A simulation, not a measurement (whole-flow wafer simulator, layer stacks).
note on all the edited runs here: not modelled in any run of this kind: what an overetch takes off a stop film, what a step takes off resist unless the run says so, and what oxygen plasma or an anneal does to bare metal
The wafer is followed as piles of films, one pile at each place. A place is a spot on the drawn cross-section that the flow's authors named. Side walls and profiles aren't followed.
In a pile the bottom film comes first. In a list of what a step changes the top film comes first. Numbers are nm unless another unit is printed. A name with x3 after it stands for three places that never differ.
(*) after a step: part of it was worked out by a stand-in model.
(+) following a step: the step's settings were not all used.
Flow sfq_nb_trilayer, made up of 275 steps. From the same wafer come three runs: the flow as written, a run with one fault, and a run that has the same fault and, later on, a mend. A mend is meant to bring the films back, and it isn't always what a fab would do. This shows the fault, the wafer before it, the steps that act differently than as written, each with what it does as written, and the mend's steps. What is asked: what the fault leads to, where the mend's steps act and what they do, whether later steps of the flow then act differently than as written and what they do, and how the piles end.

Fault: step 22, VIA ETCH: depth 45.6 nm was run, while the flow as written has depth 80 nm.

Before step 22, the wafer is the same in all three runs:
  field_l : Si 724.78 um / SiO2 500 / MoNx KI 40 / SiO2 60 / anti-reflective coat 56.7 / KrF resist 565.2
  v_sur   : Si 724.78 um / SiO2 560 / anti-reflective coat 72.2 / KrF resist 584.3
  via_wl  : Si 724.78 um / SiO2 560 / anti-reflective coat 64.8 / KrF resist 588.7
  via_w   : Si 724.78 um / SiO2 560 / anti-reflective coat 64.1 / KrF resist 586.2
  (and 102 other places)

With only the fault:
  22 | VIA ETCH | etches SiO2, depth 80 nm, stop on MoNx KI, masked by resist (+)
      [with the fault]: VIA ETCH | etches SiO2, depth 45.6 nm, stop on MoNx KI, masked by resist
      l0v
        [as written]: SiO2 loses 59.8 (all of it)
        [with the fault]: SiO2 loses 45.6
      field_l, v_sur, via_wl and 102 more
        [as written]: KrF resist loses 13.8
        [with the fault]: KrF resist loses 7.86
  Steps later in the flow that act otherwise than as written (not shown: 5 more steps that differ only slightly, by at most 2% or 0.5 nm, whichever is larger):
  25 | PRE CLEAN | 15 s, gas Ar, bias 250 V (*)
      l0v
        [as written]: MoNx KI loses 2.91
        [with the fault]: SiO2 loses 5
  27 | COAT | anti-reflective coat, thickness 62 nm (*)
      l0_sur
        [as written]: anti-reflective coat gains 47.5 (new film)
        [with the fault]: anti-reflective coat gains 48.8 (new film)
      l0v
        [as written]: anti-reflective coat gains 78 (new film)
        [with the fault]: anti-reflective coat gains 74.3 (new film)
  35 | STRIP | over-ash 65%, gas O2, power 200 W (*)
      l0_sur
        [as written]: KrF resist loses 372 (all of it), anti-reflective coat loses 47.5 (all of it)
        [with the fault]: KrF resist loses 372.7 (all of it), anti-reflective coat loses 48.8 (all of it)
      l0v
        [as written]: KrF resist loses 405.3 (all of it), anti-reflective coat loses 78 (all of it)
        [with the fault]: KrF resist loses 397.7 (all of it), anti-reflective coat loses 74.3 (all of it)
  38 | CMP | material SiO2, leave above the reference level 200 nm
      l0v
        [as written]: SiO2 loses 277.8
        [with the fault]: SiO2 loses 292
  By the end, the piles at l0v depart from the flow's by more than 2% or 0.5 nm, whichever is larger.
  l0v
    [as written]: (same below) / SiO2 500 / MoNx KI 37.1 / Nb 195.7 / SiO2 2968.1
    [with the fault]: (same below) / SiO2 500 / MoNx KI 40 / SiO2 9.25 / Nb 197.7 / SiO2 2953.9

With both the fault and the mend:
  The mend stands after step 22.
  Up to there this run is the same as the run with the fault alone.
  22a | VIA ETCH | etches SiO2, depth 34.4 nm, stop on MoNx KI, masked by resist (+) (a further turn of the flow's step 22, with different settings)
      v_sur, via_wl, wire and 76 more
        KrF resist loses 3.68
      field_l, via_w, via_wr and 23 more
        KrF resist loses 3.69
      l0v
        SiO2 loses 14.2 (all of it)
  Every later step of the flow that is run acts as written, at every place that is followed, to within 2% or 0.5 nm, whichever is larger.
  The piles end the same as the flow's at every place that both follow.
